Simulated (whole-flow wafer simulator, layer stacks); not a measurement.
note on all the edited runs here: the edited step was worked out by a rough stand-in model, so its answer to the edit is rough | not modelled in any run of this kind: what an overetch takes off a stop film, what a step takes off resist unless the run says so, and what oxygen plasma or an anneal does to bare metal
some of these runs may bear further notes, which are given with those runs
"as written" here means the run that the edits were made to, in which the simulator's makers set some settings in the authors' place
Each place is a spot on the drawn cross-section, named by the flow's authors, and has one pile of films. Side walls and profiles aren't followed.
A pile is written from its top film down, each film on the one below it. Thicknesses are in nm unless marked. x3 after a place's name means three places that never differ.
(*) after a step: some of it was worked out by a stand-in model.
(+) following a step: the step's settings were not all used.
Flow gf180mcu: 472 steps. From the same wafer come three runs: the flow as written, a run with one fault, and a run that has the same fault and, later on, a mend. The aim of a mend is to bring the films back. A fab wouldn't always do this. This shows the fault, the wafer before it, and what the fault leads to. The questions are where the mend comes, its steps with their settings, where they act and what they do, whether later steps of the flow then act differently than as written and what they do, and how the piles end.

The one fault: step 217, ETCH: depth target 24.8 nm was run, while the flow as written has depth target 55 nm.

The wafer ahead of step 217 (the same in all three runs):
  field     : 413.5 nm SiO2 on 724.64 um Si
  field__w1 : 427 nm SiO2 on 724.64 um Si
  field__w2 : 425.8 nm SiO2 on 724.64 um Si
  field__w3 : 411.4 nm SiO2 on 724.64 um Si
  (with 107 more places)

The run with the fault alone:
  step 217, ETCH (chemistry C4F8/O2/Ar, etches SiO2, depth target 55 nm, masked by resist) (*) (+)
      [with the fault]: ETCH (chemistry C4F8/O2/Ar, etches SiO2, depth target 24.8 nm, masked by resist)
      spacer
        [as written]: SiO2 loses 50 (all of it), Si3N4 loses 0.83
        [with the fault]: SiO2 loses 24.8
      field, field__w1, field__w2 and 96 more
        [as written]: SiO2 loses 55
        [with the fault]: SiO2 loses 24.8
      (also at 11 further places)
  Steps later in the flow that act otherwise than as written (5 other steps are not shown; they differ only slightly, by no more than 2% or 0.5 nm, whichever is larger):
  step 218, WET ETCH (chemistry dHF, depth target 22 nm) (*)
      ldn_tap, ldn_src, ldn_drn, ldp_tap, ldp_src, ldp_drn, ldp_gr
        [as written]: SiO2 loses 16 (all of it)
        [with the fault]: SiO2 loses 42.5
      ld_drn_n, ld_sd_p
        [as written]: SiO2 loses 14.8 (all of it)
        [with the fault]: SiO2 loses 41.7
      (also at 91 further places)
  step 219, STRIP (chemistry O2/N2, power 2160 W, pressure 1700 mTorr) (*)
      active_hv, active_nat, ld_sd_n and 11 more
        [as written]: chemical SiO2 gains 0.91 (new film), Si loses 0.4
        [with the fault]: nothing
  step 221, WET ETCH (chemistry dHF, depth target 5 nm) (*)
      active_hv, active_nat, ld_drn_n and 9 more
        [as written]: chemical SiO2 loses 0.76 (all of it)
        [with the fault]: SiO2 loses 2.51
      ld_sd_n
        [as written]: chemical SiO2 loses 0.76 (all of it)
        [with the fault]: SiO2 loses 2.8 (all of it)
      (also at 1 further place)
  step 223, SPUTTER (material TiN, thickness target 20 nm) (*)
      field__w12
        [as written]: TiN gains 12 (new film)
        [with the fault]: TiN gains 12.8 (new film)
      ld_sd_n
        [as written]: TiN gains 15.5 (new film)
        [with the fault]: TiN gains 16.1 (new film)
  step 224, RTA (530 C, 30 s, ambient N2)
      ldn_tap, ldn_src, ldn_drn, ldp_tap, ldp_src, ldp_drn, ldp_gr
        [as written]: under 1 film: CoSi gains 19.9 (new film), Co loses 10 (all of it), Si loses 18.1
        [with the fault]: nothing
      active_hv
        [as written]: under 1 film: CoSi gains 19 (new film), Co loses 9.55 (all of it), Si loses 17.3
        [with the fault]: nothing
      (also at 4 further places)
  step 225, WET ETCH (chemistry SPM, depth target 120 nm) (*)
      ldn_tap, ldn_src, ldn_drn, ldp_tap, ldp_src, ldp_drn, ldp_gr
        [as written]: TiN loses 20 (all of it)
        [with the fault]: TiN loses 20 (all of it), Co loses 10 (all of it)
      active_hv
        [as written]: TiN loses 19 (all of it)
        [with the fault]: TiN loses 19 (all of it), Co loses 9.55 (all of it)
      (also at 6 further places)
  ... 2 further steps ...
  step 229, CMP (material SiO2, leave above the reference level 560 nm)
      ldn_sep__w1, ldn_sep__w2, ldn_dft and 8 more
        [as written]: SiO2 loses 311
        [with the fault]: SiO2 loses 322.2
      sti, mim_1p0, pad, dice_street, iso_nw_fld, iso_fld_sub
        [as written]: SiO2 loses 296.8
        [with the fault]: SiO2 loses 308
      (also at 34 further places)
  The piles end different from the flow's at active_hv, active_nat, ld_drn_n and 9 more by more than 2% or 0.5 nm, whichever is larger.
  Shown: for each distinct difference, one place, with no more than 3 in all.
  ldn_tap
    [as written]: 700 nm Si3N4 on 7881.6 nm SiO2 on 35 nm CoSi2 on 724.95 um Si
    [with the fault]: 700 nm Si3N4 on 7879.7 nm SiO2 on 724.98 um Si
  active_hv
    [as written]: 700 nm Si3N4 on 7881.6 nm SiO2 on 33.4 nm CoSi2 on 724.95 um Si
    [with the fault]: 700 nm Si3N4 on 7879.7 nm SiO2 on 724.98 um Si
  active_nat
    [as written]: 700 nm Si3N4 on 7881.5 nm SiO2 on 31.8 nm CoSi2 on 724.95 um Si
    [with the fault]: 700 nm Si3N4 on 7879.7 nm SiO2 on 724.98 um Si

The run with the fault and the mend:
  After step 217 comes the mend.
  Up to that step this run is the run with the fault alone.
  step 217a, ETCH (chemistry C4F8/O2/Ar, etches SiO2, depth target 30.2 nm, masked by resist) (*) (+) (the flow's step 217, run once more with other settings)
      field, field__w1, field__w2 and 96 more
        SiO2 loses 30.2
      field__w5, field__w9, field__w13 and 8 more
        resist loses 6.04
      spacer
        SiO2 loses 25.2 (all of it), Si3N4 loses 0.83
  Every later step of the flow that is run acts as written, at every place that is followed, to within 2% or 0.5 nm, whichever is larger.
  When the end is reached, the piles differ only a little from the flow's at the places that both follow, at most by 2% or 0.5 nm, whichever is larger.
